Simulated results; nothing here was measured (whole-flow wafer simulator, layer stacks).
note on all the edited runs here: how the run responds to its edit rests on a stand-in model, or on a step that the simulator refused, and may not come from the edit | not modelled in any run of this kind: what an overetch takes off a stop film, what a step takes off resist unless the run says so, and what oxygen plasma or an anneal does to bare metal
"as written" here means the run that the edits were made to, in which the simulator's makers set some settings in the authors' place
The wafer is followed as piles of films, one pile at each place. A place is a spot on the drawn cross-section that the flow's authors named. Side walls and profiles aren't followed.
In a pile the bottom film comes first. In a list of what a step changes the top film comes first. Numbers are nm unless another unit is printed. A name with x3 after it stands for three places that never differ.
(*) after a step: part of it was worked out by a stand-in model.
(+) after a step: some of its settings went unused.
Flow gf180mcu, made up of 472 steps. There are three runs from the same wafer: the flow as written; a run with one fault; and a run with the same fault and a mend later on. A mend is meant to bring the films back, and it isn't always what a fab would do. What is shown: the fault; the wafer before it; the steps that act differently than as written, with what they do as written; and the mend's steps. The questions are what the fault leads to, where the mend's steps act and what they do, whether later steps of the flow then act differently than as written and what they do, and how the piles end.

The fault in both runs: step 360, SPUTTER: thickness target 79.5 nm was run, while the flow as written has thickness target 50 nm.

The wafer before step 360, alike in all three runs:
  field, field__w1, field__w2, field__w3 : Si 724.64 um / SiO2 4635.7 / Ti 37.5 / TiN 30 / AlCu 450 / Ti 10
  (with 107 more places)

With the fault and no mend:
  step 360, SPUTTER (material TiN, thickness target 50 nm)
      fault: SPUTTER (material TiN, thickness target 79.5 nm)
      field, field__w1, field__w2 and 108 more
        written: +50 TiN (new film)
        fault: +79.5 TiN (new film)
  Steps further on in the flow that do not act as written (3 more steps, not shown, differ only slightly: by at most 2% or 0.5 nm, whichever is larger):
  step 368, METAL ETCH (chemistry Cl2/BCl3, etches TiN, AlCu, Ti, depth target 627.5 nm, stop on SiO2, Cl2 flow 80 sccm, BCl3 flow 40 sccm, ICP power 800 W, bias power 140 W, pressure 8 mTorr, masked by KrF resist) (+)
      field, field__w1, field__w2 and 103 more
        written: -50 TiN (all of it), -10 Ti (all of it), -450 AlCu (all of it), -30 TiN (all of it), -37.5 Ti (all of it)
        fault: -79.5 TiN (all of it), -10 Ti (all of it), -450 AlCu (all of it), -30 TiN (all of it), -37.5 Ti (all of it)
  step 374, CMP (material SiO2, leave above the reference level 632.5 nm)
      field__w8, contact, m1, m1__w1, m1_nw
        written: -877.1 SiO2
        fault: -906.6 SiO2
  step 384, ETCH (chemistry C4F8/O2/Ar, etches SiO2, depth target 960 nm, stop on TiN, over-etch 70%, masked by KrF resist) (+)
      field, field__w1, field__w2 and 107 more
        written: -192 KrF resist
        fault: -184.6 KrF resist
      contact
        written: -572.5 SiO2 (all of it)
        fault: -543 SiO2 (all of it)
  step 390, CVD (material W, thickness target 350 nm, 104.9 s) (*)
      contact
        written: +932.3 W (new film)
        fault: +902.5 W (new film)
  The piles end different from the flow's at field__w8, contact, m1, m1__w1, m1_nw by more than 2% or 0.5 nm, whichever is larger.
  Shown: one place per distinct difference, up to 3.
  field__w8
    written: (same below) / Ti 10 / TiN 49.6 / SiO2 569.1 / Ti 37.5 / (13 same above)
    fault: (same below) / Ti 10 / TiN 79.1 / SiO2 539.6 / Ti 37.5 / (13 same above)
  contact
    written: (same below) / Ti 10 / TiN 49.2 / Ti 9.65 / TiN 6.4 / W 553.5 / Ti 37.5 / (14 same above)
    fault: (same below) / Ti 10 / TiN 78.7 / Ti 9.82 / TiN 6.51 / W 523.7 / Ti 37.5 / (14 same above)

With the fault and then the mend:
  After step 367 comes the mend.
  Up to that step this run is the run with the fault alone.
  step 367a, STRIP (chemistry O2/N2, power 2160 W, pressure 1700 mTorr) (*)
      field__w8, contact, m1, m1__w1, m1_nw
        -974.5 KrF resist (all of it)
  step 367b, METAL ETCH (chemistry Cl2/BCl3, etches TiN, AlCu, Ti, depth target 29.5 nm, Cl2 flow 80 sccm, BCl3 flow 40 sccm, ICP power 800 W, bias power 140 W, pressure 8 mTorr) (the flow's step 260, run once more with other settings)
      field, field__w1, field__w2 and 108 more
        -29.5 TiN
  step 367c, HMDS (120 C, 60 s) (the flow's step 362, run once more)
      alters no film at any place that is followed
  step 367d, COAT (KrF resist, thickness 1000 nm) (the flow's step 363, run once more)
      field, field__w1, field__w2 and 108 more
        +1000 KrF resist (new film)
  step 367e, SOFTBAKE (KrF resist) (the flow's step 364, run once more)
      alters no film at any place that is followed
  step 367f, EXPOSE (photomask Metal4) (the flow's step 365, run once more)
      alters no film at any place that is followed
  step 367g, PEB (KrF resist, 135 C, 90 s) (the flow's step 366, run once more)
      field, field__w1, field__w2 and 108 more
        -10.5 KrF resist
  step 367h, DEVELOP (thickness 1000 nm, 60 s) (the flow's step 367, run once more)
      field, field__w1, field__w2 and 103 more
        -989.5 KrF resist (all of it)
      field__w8, contact, m1, m1__w1, m1_nw
        -14.9 KrF resist
  Later steps of the flow that are run all act as written at every place that is followed.
  The piles end the same as the flow's at every place that both follow.
